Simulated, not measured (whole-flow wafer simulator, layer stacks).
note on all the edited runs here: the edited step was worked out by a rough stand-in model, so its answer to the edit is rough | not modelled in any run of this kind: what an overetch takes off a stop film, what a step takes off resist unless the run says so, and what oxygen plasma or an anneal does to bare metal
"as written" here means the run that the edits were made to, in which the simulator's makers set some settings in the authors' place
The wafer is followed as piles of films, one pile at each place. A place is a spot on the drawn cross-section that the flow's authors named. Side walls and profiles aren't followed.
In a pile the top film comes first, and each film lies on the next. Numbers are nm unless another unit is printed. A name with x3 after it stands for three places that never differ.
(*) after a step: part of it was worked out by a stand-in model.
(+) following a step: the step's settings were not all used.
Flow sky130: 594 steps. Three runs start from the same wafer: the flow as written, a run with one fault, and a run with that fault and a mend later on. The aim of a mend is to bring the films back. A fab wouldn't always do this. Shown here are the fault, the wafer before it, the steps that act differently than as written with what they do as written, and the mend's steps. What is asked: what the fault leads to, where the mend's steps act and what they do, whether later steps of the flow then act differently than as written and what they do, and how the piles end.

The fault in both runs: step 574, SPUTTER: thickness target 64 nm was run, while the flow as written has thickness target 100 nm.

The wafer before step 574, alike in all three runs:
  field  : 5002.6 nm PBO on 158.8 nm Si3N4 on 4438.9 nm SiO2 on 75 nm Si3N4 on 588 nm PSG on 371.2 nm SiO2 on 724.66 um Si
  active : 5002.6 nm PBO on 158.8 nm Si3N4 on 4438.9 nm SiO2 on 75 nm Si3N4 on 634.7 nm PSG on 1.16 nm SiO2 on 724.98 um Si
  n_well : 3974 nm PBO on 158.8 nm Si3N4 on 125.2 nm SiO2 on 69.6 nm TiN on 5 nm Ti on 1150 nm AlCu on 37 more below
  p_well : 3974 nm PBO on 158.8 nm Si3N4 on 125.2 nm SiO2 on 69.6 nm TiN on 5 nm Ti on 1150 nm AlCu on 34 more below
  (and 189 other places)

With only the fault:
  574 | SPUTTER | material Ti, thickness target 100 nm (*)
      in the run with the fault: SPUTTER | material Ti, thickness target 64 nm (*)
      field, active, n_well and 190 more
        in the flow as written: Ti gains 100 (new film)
        in the run with the fault: Ti gains 64 (new film)
  Later steps of the flow acting differently than as written (7 other steps are not shown; they differ only slightly, by no more than 2% or 0.5 nm, whichever is larger):
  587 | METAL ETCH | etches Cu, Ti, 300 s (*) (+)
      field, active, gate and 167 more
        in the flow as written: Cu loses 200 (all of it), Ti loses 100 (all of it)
        in the run with the fault: Cu loses 200 (all of it), Ti loses 64 (all of it)
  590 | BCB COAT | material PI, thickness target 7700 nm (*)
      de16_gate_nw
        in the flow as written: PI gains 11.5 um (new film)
        in the run with the fault: PI gains 11.47 um (new film)
  At n_well, p_well, sd_n and 20 more, the piles at the end differ from the flow's by more than 2% or 0.5 nm, whichever is larger.
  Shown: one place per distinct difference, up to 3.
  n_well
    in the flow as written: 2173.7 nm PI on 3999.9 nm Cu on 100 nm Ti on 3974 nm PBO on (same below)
    in the run with the fault: 2197.1 nm PI on 3999.9 nm Cu on 64 nm Ti on 3974 nm PBO on (same below)
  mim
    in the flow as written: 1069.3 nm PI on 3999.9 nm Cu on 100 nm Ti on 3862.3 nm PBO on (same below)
    in the run with the fault: 1103 nm PI on 3999.9 nm Cu on 64 nm Ti on 3862.3 nm PBO on (same below)
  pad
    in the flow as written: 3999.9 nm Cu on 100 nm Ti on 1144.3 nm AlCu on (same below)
    in the run with the fault: 3999.9 nm Cu on 64 nm Ti on 1144.3 nm AlCu on (same below)

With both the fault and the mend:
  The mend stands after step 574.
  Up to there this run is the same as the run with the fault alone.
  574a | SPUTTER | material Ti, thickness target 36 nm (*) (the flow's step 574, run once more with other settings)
      field, active, n_well and 190 more
        Ti gains 36
  Every later step of the flow that is run acts as written at every place that is followed.
  At every place that both follow, the piles at the end match the flow's.
